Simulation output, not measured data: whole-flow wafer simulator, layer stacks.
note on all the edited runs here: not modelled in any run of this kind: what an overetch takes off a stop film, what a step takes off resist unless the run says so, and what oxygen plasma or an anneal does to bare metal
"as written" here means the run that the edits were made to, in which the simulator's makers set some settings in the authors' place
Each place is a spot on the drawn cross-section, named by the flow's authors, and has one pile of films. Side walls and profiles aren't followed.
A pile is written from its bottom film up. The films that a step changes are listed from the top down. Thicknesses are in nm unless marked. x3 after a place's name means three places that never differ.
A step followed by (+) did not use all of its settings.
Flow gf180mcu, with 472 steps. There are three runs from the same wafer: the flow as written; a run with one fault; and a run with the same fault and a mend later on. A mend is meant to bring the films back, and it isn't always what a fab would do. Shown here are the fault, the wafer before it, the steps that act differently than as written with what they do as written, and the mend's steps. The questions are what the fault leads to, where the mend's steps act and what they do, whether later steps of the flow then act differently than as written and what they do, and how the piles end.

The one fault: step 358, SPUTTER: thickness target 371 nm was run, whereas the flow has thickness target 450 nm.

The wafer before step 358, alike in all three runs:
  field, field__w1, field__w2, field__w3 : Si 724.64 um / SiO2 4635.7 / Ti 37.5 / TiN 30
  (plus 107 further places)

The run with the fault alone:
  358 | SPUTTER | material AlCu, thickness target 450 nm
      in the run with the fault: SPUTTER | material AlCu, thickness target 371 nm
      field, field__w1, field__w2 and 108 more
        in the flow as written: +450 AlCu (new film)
        in the run with the fault: +371 AlCu (new film)
  Steps further on in the flow that do not act as written:
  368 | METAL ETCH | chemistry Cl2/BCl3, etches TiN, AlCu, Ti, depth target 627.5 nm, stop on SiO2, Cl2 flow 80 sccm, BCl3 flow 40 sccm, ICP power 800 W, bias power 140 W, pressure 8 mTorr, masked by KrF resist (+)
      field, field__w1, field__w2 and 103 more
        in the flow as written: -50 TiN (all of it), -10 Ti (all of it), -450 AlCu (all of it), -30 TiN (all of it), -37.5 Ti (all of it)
        in the run with the fault: -50 TiN (all of it), -10 Ti (all of it), -371 AlCu (all of it), -30 TiN (all of it), -37.5 Ti (all of it)
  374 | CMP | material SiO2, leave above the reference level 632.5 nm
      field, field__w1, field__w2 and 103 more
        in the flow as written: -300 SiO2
        in the run with the fault: -379 SiO2
  By the end, the piles at field__w8, contact, m1, m1__w1, m1_nw depart from the flow's by more than 2% or 0.5 nm, whichever is larger.
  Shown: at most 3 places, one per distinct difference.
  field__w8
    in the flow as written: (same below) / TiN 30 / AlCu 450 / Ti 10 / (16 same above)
    in the run with the fault: (same below) / TiN 30 / AlCu 371 / Ti 10 / (16 same above)
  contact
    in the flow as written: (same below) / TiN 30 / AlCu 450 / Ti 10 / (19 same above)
    in the run with the fault: (same below) / TiN 30 / AlCu 371 / Ti 10 / (19 same above)

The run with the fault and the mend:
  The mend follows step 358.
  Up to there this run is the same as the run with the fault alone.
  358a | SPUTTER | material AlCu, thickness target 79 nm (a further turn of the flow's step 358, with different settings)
      field, field__w1, field__w2 and 108 more
        +79 AlCu
  Every later step of the flow that is run acts as written at every place that is followed.
  At every place that both follow, the piles at the end match the flow's.
